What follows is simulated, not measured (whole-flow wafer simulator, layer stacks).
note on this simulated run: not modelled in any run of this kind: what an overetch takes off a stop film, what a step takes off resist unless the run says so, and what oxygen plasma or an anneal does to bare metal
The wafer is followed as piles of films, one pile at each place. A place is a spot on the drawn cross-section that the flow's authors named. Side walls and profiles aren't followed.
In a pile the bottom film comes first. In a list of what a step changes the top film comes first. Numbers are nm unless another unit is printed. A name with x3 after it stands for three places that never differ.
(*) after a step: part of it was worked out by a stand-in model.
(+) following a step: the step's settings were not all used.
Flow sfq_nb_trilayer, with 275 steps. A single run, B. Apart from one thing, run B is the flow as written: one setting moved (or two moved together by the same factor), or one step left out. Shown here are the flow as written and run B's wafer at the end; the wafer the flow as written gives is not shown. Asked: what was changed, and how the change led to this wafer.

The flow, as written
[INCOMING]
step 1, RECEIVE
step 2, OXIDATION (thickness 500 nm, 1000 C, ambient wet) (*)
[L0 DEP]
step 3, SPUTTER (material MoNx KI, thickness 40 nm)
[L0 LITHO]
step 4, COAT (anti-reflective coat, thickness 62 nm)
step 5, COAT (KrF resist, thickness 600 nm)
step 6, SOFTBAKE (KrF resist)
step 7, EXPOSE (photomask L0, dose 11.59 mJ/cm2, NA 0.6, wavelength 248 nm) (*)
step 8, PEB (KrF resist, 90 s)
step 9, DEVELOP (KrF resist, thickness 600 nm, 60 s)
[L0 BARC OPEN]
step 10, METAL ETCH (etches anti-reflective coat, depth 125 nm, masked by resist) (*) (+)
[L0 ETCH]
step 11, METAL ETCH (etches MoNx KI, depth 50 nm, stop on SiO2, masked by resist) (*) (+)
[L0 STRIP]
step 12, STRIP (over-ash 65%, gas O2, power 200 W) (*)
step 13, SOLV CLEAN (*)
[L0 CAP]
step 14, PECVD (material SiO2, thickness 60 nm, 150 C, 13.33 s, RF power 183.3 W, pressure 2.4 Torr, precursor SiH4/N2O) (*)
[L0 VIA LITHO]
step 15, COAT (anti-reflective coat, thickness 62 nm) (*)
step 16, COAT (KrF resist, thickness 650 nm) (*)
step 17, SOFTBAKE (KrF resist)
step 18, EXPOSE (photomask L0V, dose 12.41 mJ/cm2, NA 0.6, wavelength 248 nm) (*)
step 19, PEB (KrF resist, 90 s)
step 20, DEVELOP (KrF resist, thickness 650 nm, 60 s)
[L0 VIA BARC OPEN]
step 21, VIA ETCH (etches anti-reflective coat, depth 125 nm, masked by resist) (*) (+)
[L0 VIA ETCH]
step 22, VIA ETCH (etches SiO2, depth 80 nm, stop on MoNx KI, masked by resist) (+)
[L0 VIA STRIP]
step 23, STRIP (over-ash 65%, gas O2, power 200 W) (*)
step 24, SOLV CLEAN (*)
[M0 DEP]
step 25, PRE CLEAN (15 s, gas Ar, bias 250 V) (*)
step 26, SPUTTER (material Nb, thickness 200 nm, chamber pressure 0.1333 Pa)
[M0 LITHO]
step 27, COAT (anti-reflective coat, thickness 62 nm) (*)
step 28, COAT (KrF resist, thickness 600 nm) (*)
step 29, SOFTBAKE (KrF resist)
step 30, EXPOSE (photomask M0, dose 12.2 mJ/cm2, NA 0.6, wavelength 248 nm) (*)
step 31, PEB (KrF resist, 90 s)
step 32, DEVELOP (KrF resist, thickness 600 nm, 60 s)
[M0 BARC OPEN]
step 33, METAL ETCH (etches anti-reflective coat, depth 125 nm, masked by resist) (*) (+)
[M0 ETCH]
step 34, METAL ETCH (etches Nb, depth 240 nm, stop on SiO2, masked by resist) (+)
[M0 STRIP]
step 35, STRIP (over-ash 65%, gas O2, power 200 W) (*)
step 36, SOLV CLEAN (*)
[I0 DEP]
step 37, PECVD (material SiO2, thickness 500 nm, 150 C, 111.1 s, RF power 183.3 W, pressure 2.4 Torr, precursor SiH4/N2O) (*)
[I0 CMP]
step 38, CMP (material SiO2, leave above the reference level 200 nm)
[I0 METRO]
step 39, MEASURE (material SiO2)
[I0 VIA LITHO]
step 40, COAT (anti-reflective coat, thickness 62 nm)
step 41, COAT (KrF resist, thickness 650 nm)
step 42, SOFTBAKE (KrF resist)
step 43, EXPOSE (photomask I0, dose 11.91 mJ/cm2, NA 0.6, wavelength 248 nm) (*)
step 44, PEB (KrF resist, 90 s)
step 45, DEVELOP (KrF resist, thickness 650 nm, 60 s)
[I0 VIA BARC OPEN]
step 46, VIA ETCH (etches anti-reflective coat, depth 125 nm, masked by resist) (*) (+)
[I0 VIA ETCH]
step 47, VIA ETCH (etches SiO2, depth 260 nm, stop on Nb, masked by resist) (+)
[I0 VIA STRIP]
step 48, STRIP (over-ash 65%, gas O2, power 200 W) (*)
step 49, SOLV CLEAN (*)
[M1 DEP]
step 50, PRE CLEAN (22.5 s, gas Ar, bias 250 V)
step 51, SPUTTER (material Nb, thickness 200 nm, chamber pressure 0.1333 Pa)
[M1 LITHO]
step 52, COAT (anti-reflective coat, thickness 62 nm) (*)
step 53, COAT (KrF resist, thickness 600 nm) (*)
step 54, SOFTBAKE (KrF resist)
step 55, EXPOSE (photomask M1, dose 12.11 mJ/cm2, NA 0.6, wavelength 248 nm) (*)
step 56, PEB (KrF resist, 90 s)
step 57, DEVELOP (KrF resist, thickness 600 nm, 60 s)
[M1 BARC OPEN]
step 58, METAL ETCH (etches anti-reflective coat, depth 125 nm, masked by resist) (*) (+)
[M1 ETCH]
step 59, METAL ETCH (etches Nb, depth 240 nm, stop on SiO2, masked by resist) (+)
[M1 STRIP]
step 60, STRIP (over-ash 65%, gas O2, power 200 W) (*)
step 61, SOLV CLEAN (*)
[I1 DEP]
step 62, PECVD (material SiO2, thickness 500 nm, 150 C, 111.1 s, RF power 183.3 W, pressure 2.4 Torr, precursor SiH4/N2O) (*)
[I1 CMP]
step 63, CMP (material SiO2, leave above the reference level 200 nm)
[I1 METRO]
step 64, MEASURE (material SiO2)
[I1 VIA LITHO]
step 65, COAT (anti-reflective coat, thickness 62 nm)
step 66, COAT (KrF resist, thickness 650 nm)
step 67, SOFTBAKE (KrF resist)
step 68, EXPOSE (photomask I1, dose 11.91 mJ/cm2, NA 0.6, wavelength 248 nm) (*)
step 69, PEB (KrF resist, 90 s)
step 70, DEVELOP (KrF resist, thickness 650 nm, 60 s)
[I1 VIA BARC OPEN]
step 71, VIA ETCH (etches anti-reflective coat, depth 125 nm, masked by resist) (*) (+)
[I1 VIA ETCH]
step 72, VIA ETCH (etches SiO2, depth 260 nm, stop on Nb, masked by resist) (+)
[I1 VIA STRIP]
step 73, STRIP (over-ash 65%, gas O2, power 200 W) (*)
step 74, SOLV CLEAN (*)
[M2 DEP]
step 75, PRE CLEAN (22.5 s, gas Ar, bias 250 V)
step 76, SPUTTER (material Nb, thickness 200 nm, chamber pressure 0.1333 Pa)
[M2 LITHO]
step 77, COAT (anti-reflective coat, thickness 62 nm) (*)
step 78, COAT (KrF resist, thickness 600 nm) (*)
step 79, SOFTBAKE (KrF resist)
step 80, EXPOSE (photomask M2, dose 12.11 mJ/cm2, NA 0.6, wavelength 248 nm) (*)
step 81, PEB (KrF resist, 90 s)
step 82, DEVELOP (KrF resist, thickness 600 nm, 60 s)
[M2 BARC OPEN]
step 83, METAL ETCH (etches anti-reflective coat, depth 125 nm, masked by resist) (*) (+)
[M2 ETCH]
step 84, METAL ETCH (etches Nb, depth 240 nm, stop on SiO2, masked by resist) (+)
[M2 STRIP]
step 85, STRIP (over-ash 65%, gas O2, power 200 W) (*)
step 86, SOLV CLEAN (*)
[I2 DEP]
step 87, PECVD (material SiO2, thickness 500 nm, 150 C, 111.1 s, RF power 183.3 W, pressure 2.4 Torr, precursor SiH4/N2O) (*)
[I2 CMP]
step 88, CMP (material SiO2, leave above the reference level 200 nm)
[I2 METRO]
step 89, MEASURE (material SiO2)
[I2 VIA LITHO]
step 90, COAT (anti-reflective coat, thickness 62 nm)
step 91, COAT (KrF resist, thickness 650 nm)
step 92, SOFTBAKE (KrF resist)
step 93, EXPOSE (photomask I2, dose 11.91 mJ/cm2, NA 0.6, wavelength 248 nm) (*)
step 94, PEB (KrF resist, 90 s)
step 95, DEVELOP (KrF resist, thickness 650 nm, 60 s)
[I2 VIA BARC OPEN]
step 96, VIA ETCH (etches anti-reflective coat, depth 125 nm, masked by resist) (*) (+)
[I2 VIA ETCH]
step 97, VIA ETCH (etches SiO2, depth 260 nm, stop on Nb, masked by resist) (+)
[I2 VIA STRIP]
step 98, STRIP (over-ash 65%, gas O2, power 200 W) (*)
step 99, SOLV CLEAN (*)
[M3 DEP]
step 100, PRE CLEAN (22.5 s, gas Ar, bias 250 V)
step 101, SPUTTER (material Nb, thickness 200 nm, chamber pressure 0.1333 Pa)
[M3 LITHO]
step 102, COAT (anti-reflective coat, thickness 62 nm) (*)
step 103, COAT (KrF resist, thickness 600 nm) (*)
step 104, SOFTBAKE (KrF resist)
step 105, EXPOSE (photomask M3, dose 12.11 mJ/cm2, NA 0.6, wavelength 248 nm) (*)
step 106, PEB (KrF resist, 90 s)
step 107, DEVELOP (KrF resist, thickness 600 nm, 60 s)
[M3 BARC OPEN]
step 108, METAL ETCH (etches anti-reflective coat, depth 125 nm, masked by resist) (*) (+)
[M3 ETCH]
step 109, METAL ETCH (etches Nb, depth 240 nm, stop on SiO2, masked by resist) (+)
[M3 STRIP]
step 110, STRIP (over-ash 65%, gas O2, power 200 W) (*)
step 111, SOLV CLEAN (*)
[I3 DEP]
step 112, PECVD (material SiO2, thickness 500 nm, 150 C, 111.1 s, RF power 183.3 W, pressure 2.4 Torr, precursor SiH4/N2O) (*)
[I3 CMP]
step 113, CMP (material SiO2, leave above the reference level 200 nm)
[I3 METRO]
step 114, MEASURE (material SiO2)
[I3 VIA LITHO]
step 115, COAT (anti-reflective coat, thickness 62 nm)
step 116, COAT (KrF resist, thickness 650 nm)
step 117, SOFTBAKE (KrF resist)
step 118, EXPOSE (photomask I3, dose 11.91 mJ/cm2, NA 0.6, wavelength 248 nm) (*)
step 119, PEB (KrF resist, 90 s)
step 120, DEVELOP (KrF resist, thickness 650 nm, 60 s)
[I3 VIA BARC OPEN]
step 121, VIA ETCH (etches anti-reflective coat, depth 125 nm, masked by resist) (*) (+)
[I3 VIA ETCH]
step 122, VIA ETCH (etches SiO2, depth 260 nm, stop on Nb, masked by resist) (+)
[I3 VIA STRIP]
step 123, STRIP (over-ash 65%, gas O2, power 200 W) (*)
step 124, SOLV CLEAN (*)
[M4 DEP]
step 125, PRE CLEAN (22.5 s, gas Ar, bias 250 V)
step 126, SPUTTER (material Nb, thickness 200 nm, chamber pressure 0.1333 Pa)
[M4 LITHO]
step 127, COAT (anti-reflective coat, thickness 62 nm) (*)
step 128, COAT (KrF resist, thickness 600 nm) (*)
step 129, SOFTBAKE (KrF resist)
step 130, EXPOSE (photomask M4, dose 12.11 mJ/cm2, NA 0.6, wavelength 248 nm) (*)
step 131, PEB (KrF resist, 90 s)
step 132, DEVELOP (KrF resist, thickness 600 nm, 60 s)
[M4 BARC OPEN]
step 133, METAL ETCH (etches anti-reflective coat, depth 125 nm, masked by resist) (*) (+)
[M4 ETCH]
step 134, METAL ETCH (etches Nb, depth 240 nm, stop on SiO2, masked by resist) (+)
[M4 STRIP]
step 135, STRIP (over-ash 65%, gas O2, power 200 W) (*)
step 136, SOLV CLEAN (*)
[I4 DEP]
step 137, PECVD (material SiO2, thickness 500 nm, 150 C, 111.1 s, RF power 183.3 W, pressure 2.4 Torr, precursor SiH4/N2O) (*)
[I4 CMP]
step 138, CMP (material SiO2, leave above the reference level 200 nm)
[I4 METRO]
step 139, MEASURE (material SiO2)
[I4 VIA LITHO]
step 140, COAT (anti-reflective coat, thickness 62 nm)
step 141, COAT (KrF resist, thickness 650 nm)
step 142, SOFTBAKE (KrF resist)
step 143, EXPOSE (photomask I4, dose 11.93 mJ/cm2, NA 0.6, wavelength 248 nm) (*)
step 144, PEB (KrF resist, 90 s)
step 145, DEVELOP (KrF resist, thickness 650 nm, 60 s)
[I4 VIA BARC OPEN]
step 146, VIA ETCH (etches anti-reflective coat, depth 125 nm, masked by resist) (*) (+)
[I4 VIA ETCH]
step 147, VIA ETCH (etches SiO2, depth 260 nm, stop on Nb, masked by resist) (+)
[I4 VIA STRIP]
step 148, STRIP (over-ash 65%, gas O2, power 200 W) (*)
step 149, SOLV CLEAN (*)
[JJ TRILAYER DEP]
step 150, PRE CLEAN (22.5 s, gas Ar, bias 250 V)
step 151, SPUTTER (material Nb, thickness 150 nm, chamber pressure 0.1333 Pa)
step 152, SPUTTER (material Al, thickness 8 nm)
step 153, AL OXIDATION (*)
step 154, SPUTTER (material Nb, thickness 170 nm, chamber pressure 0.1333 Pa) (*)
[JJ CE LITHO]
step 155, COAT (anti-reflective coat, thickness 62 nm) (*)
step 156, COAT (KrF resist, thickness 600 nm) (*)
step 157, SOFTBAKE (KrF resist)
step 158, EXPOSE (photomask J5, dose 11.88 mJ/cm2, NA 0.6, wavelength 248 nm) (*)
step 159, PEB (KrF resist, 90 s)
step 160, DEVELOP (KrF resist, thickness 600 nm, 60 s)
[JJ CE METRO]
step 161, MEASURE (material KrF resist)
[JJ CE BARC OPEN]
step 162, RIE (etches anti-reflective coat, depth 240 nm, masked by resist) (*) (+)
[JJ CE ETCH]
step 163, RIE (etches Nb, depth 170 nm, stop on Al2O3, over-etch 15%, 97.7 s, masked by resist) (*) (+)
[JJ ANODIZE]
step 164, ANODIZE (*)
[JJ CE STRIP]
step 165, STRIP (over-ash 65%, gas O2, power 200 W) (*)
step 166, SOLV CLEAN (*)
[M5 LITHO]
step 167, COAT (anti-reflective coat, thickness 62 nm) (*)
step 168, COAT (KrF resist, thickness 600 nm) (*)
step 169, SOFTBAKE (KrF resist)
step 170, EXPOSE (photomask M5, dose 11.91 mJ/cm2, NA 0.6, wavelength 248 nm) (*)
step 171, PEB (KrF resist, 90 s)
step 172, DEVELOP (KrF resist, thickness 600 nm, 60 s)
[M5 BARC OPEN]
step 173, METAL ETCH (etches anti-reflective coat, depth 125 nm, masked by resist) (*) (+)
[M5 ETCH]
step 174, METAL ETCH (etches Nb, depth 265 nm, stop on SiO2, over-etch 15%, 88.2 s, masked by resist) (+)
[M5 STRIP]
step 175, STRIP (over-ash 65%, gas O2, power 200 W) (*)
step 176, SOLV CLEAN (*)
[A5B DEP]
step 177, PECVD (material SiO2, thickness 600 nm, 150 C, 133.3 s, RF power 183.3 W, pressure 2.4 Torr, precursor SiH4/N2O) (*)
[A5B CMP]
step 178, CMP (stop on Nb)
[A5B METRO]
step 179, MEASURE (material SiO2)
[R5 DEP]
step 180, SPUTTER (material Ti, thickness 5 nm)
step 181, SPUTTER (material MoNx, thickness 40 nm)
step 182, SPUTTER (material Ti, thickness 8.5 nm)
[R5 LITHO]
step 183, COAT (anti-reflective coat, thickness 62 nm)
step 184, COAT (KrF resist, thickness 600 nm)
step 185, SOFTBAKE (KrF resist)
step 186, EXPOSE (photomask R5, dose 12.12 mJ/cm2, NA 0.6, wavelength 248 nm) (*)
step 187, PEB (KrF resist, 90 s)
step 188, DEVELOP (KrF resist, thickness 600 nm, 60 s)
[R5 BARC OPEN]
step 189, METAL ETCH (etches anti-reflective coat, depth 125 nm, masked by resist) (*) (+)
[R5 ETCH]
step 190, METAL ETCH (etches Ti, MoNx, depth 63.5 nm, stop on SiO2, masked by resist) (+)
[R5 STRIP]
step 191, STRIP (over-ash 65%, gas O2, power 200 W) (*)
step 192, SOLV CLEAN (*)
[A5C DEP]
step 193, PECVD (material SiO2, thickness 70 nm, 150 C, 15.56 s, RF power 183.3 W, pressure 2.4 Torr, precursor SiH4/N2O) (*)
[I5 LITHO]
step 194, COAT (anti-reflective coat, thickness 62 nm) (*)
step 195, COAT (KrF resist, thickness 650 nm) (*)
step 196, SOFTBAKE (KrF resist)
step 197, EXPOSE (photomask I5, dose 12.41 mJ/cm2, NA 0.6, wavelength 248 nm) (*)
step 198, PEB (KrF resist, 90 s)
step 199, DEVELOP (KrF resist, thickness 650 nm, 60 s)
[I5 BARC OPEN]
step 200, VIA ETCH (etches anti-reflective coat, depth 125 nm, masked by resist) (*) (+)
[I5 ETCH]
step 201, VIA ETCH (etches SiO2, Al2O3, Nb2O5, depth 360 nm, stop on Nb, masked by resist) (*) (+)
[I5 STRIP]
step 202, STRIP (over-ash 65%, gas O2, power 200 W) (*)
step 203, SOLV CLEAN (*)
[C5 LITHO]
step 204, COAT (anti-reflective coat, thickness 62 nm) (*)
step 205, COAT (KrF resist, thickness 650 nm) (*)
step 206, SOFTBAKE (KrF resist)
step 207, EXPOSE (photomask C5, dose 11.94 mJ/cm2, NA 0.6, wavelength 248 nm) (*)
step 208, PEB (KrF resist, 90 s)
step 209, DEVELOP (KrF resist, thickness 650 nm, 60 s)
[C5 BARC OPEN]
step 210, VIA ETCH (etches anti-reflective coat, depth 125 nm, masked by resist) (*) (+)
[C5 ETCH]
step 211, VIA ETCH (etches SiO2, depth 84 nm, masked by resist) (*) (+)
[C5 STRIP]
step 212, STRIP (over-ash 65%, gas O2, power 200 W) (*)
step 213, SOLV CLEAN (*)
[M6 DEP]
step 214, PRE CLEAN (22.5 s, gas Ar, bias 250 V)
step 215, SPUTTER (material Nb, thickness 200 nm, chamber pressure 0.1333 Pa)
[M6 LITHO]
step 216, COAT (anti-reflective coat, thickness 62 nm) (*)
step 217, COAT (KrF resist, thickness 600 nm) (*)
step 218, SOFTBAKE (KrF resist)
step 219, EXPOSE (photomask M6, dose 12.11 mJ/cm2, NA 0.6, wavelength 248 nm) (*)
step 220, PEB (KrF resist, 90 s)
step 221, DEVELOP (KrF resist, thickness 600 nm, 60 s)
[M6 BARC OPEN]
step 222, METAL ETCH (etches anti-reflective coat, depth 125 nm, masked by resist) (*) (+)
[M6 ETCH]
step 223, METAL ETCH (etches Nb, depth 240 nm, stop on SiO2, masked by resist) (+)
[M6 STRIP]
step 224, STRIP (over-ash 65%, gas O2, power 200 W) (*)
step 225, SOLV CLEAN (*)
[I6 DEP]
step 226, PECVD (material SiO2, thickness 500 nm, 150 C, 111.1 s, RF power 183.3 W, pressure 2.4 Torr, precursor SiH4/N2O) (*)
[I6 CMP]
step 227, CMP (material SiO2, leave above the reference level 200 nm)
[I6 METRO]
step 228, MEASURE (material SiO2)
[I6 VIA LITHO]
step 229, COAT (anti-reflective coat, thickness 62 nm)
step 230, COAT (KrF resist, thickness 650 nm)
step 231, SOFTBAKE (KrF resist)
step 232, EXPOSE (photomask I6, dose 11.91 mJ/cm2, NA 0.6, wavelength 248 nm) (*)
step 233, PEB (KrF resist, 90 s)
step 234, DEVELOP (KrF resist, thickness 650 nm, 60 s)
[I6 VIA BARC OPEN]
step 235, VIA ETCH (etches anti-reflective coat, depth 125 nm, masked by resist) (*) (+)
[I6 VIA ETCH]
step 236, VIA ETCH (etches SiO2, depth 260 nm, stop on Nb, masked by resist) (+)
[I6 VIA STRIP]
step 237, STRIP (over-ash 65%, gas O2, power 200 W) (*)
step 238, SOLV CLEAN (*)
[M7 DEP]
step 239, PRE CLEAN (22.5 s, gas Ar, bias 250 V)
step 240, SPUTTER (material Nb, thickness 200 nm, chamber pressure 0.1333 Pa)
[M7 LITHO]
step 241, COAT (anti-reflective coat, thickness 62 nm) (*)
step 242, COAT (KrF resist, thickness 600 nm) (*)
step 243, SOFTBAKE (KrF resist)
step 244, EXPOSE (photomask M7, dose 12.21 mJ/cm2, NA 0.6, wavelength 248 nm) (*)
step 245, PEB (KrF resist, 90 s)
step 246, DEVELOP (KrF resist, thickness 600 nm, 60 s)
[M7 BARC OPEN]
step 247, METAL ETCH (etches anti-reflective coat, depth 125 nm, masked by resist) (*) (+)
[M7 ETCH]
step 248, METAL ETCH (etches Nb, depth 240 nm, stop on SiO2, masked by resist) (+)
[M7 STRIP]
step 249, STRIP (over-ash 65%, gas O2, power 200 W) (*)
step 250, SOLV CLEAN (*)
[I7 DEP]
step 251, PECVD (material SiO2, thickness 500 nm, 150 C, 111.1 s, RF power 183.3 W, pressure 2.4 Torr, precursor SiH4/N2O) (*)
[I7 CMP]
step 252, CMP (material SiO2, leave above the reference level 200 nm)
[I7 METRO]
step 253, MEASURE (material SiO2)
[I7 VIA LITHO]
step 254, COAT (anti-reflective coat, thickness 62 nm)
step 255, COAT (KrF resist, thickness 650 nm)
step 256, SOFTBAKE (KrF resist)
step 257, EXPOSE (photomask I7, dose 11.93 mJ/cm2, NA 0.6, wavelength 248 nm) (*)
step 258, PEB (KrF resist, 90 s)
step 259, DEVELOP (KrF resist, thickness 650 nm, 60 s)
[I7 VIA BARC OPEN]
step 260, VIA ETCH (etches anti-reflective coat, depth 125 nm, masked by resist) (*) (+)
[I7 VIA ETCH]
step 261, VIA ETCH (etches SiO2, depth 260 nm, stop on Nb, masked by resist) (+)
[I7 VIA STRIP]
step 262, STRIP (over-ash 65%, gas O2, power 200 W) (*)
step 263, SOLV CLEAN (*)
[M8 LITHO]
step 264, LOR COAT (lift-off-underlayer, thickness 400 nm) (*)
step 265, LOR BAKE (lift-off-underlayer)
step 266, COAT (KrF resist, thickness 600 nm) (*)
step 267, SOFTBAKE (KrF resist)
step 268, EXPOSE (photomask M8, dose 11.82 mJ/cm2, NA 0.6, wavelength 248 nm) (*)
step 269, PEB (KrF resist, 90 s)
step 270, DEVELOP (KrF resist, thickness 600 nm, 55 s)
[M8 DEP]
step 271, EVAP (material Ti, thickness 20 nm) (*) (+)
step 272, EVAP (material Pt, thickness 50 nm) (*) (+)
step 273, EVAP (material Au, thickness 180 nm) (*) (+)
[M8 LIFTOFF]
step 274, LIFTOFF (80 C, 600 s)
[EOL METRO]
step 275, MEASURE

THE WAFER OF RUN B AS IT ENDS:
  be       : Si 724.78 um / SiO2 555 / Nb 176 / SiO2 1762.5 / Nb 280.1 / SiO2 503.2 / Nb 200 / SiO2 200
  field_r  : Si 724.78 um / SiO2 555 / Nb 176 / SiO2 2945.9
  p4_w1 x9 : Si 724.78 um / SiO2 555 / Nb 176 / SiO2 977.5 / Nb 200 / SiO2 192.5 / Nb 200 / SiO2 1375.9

Cause: step 26, SPUTTER: thickness 176 nm was run, while the flow as written has thickness 200 nm.
One can read it off the wafer: be has Nb 176, and step 26 as written asks for 200 nm.

The path from the change to this, step by step:
  step 26, SPUTTER (material Nb, thickness 200 nm, chamber pressure 0.1333 Pa)
      field_l, v_sur, via_wl and 102 more: +176 Nb (new film) (in the flow as written it would be: +200 Nb (new film))
      l0v: +171.7 Nb (new film) (in the flow as written it would be: +195.7 Nb (new film))
  step 34, METAL ETCH (etches Nb, depth 240 nm, stop on SiO2, masked by resist) (+)
      moat, m0r_space_l x2: -176 Nb (all of it) (in the flow as written it would be: -200 Nb (all of it))
  step 37, PECVD (material SiO2, thickness 500 nm, 150 C, 111.1 s, RF power 183.3 W, pressure 2.4 Torr, precursor SiH4/N2O) (*)
      moat, m0r_space_l x2: +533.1 SiO2 (in the flow as written it would be: +557.1 SiO2)
